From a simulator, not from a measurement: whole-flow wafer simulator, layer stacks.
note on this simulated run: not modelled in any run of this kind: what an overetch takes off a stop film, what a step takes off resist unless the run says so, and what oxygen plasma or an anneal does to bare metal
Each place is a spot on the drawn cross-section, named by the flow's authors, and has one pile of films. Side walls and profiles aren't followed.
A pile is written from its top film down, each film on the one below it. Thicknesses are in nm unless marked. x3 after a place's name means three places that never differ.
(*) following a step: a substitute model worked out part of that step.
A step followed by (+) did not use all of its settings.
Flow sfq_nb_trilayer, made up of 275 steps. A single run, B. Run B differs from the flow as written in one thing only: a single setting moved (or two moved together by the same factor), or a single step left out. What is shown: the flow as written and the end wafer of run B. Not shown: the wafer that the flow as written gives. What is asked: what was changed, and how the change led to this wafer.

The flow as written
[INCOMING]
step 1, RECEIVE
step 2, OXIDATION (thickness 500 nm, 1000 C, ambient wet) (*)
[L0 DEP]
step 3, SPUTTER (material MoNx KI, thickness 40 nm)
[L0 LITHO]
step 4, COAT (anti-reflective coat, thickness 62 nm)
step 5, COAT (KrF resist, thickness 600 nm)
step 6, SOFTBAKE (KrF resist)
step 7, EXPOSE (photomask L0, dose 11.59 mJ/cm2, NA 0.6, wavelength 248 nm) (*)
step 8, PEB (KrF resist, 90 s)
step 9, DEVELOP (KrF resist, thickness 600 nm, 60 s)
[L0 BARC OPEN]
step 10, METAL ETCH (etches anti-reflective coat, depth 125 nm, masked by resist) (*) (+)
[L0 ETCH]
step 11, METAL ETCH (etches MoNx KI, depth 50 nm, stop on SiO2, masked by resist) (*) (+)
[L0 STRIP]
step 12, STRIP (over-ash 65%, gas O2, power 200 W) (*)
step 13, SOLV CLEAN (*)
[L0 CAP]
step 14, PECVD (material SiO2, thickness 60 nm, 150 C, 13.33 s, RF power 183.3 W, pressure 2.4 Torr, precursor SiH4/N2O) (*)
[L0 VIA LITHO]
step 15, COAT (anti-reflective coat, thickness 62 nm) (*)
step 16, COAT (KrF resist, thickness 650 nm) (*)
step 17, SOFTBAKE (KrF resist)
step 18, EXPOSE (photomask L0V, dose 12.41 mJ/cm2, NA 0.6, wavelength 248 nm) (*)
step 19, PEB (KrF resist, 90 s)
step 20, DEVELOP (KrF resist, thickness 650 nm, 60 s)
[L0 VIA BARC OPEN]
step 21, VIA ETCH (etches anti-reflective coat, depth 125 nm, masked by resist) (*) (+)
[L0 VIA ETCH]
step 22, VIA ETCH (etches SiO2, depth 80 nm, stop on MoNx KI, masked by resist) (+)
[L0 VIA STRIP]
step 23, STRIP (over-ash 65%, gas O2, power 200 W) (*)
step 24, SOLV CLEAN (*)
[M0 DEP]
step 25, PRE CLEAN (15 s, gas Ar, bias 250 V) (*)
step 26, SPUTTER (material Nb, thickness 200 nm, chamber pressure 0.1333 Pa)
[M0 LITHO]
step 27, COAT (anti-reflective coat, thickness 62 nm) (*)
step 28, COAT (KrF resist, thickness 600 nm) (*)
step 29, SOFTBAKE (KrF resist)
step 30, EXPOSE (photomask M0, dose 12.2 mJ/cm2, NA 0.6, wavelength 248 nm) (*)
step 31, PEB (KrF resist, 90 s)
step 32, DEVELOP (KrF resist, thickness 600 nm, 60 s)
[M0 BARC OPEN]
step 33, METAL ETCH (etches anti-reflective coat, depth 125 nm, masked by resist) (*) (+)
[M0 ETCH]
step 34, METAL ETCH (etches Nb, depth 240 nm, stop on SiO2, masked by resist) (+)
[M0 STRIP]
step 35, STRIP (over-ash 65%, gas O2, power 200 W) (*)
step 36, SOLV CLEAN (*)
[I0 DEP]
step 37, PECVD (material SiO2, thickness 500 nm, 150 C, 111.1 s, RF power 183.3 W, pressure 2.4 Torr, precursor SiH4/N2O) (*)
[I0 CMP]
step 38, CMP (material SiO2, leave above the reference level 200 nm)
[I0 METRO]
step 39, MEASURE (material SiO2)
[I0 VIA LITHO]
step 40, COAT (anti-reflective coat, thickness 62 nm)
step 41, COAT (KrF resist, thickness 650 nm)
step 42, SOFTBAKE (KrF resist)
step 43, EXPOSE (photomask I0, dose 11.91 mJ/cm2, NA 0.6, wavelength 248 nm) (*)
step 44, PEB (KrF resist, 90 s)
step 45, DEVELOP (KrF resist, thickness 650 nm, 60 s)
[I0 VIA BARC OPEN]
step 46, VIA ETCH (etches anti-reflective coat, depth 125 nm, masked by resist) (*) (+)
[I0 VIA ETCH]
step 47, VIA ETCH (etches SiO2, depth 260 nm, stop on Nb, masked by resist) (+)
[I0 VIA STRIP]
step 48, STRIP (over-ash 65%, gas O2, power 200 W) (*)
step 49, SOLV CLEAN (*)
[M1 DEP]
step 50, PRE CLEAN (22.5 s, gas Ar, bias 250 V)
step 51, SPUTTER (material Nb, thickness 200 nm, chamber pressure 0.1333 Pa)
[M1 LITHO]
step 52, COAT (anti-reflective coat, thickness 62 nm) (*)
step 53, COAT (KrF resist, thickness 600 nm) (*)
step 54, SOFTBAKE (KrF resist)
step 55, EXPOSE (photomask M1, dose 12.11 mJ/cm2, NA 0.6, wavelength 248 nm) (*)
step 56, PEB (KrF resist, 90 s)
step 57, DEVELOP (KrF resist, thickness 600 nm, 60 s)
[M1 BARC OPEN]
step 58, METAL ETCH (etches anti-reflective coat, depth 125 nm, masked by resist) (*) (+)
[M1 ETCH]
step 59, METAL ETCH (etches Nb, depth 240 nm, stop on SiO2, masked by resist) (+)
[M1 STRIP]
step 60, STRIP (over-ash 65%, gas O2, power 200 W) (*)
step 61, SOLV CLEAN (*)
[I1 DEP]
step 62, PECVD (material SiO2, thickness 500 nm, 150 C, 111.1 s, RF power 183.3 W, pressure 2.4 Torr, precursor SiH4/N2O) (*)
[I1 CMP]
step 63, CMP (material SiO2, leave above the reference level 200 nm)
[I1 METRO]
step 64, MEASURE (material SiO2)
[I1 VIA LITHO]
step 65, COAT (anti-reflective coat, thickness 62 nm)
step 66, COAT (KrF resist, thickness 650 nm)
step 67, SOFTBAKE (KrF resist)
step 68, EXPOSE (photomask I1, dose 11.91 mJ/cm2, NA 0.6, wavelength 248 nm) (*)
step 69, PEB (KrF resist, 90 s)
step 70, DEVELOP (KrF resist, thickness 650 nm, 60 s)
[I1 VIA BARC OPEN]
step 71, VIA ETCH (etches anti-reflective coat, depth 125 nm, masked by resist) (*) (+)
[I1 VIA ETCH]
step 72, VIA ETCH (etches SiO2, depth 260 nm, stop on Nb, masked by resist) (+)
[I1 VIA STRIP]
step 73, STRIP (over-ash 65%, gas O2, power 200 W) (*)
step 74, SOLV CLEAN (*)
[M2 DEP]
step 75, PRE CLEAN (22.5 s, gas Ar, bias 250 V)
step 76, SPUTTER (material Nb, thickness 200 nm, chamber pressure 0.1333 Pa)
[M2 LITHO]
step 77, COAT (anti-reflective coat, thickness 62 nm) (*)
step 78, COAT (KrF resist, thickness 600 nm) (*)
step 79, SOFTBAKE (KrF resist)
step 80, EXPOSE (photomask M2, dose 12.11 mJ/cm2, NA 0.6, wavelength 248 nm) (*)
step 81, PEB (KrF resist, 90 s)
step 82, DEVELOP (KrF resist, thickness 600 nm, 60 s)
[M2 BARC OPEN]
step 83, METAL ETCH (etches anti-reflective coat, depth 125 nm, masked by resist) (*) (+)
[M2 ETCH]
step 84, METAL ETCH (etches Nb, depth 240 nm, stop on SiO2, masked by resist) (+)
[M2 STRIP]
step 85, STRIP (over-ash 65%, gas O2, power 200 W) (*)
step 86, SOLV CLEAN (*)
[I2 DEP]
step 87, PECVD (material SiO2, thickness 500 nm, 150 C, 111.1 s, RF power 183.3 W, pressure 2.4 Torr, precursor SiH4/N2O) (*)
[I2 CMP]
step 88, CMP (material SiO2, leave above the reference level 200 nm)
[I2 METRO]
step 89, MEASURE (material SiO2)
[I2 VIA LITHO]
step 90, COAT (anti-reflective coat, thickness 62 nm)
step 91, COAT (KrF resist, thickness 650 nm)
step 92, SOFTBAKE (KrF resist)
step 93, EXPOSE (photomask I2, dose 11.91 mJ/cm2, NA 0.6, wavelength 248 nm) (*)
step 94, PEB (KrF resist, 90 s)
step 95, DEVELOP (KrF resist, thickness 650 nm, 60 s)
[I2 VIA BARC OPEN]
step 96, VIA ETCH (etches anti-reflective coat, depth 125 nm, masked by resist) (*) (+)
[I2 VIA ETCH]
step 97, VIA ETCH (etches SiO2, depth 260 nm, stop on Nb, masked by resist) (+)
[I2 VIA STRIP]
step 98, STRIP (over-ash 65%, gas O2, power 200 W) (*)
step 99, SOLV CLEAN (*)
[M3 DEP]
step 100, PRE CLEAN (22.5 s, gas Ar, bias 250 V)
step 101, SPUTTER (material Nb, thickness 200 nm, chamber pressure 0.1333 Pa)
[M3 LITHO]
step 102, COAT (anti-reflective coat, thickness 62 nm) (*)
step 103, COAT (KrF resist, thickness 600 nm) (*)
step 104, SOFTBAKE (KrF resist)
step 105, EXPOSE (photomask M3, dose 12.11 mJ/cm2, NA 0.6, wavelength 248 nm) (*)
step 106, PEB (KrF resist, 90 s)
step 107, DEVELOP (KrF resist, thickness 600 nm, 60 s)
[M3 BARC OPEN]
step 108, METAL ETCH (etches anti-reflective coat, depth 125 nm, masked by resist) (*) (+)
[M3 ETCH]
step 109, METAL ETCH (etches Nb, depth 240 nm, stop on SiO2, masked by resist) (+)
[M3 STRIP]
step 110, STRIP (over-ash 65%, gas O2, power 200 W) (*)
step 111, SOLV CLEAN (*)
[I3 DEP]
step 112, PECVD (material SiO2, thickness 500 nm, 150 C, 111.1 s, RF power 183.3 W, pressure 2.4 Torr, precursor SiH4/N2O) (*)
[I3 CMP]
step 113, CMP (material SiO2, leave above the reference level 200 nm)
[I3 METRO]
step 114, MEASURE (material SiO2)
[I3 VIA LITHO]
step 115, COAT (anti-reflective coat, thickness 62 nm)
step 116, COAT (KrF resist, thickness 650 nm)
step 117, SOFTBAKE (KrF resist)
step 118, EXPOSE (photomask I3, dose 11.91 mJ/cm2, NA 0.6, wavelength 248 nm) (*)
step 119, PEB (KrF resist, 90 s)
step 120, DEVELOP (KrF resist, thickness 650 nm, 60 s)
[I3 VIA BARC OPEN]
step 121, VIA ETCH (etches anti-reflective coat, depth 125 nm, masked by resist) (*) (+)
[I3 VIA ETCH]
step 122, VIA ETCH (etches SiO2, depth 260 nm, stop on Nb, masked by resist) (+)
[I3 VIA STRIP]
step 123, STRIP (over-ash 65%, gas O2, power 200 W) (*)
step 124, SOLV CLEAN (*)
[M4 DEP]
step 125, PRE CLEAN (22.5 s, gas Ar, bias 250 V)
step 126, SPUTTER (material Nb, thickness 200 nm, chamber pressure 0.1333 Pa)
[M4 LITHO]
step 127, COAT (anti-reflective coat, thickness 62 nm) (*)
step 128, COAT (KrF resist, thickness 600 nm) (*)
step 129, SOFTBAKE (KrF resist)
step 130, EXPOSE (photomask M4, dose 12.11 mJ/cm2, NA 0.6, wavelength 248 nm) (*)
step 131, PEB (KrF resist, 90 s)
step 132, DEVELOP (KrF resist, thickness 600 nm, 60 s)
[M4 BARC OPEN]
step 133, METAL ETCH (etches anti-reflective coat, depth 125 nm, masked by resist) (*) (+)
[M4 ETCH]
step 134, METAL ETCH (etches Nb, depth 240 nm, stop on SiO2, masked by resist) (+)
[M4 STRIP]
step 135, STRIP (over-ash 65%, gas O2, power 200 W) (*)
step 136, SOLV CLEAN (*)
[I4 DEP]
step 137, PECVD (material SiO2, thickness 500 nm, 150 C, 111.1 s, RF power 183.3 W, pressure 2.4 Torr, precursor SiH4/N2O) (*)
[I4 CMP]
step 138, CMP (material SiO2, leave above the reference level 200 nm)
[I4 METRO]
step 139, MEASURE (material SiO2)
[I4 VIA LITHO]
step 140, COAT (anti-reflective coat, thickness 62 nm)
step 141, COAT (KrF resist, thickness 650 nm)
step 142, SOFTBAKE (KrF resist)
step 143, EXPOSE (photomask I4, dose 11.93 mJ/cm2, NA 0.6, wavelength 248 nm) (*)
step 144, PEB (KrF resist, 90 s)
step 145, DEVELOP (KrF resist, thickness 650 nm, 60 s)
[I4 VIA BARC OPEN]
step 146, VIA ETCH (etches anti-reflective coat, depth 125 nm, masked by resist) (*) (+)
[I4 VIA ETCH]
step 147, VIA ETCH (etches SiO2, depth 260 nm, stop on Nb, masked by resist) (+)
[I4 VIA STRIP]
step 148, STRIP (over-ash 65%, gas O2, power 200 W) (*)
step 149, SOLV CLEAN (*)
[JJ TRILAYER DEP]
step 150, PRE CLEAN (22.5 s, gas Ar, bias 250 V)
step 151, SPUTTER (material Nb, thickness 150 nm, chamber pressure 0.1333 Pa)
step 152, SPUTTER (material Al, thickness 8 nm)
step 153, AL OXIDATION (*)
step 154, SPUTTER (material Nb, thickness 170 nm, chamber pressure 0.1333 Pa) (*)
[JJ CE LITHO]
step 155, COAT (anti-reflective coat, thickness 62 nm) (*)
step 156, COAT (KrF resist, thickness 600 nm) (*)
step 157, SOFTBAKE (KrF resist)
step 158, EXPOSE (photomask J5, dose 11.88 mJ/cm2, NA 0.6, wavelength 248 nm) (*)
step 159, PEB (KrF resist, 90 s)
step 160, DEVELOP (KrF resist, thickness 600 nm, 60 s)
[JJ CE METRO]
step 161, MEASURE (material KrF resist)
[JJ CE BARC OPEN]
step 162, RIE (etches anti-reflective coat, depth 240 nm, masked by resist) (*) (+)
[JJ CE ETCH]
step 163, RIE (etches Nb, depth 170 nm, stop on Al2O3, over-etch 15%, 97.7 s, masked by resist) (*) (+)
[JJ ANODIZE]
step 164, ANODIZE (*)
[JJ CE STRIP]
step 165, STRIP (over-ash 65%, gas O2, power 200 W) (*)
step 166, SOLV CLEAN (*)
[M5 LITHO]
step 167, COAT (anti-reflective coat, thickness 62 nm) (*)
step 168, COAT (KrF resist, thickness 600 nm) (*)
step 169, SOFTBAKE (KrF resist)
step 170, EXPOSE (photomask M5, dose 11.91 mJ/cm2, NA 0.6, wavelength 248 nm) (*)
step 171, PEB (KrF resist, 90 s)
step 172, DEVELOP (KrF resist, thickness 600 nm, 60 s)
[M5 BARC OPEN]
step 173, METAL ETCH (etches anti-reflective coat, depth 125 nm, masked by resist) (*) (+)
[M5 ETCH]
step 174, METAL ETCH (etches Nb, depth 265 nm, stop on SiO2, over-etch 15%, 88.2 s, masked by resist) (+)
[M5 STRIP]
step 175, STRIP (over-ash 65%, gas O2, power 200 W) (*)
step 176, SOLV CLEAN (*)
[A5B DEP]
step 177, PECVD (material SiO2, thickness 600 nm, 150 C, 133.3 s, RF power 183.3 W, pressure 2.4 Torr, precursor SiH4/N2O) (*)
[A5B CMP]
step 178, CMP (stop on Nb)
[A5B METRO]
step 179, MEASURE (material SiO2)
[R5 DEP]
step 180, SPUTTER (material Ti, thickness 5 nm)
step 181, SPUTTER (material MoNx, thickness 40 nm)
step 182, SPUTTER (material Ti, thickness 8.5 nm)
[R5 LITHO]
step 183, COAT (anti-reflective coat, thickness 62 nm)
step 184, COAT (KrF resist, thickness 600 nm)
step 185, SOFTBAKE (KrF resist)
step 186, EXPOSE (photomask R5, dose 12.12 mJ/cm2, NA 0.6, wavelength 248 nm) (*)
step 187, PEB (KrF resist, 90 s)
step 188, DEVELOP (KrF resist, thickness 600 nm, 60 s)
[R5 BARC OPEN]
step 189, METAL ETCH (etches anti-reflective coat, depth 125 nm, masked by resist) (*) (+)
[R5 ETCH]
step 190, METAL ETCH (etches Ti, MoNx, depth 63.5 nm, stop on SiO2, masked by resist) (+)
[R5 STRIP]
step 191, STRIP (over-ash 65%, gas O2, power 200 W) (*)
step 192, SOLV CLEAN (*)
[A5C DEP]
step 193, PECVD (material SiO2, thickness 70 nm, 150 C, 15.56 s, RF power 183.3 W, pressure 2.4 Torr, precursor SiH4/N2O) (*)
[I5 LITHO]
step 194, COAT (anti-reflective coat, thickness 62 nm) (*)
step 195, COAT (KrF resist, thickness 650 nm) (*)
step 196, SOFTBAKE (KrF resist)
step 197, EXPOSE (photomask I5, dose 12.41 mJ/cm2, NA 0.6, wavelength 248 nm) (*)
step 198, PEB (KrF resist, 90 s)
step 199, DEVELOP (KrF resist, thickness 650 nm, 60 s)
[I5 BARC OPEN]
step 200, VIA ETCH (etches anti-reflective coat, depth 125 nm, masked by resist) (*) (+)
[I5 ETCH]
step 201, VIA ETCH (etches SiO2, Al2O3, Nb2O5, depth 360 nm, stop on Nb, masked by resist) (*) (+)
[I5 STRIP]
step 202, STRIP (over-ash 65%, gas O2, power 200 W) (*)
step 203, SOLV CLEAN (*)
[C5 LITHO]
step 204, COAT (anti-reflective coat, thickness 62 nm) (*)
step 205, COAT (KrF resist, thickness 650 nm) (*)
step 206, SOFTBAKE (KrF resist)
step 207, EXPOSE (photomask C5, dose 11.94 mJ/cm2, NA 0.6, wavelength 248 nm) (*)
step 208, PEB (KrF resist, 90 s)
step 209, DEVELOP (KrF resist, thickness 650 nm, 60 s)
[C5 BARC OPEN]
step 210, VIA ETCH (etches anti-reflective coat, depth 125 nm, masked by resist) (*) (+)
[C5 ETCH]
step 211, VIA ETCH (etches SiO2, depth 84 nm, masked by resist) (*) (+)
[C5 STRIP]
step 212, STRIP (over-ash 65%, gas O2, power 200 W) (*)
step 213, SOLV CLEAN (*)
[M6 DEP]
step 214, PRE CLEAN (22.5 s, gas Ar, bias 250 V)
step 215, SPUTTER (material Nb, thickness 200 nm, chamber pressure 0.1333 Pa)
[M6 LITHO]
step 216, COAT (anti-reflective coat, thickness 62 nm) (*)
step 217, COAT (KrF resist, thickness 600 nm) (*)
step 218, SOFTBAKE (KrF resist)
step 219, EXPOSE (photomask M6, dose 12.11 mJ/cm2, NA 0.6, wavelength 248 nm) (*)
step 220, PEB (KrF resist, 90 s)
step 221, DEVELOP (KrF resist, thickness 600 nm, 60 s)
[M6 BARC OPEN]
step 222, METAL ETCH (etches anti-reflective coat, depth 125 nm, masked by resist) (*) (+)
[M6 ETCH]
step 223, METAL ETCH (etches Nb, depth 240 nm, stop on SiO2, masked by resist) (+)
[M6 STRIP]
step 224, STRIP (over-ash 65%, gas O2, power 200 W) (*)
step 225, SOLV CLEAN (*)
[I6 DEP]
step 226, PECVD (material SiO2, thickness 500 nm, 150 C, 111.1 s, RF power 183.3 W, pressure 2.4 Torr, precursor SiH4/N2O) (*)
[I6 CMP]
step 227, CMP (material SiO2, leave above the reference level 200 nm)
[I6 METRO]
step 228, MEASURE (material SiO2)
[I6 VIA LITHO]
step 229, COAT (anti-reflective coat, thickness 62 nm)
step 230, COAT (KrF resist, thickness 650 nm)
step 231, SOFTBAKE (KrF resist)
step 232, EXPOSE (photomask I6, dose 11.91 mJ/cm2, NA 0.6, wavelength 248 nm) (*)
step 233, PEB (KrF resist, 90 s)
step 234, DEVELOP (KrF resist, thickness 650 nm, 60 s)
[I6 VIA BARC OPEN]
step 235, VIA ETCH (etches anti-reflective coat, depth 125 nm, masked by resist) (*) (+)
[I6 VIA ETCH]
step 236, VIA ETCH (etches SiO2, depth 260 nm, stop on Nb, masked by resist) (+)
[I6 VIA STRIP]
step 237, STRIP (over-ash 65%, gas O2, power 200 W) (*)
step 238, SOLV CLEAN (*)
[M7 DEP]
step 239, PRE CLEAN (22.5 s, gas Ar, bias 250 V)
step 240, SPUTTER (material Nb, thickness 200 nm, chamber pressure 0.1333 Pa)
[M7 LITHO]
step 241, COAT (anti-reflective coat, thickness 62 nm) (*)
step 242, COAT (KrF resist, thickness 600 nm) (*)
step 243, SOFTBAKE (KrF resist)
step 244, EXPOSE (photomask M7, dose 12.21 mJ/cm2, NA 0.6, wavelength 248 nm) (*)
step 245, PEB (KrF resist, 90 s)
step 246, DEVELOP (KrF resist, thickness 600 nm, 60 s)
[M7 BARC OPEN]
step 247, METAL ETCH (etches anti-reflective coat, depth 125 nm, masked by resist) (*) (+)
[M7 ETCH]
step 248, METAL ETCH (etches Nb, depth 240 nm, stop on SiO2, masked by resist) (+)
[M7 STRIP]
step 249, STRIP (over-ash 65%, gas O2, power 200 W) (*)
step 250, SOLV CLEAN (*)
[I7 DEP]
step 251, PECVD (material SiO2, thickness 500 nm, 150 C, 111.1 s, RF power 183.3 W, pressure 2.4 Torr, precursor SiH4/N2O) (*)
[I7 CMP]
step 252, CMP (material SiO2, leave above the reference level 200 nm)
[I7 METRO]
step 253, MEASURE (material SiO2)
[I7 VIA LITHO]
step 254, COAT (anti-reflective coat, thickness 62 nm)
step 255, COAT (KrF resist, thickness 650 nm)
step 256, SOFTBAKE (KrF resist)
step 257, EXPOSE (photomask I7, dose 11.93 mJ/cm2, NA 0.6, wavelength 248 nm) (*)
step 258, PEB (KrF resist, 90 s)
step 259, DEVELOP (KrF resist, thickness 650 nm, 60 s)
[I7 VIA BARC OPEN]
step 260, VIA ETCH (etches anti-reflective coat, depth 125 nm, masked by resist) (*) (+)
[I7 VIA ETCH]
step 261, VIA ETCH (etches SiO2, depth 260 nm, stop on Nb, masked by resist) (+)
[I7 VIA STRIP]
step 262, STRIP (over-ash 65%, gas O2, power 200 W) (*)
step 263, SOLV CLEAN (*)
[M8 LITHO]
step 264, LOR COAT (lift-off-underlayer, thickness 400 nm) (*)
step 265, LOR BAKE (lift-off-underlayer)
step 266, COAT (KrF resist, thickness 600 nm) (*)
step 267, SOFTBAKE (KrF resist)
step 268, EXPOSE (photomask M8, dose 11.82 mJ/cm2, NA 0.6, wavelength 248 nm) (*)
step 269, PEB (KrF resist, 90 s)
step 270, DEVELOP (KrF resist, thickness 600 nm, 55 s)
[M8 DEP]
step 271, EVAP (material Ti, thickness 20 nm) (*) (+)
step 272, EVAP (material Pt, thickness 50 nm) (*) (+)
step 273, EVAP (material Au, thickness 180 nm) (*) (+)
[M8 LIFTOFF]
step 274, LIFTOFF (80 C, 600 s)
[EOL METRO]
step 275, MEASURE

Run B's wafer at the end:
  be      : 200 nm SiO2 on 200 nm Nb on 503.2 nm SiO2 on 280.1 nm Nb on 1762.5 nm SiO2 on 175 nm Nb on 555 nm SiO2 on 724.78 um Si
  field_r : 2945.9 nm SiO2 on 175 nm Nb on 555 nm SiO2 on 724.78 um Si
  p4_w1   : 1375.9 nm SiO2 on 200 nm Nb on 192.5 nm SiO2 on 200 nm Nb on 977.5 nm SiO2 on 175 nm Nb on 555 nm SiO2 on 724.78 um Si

What caused this: step 26, SPUTTER: thickness 175 nm was run, whereas the flow has thickness 200 nm.
One can read it off the wafer: be has Nb 175, and step 26 as written asks for 200 nm.

How this came from the change, step by step:
  step 26, SPUTTER (material Nb, thickness 200 nm, chamber pressure 0.1333 Pa)
      field_l, v_sur, via_wl and 102 more: Nb gains 175 (new film) (it would be, as written: Nb gains 200 (new film))
      l0v: Nb gains 170.7 (new film) (it would be, as written: Nb gains 195.7 (new film))
  step 34, METAL ETCH (etches Nb, depth 240 nm, stop on SiO2, masked by resist) (+)
      moat, m0r_space_l x2: Nb loses 175 (all of it) (it would be, as written: Nb loses 200 (all of it))
  step 37, PECVD (material SiO2, thickness 500 nm, 150 C, 111.1 s, RF power 183.3 W, pressure 2.4 Torr, precursor SiH4/N2O) (*)
      moat, m0r_space_l x2: SiO2 gains 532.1 (it would be, as written: SiO2 gains 557.1)
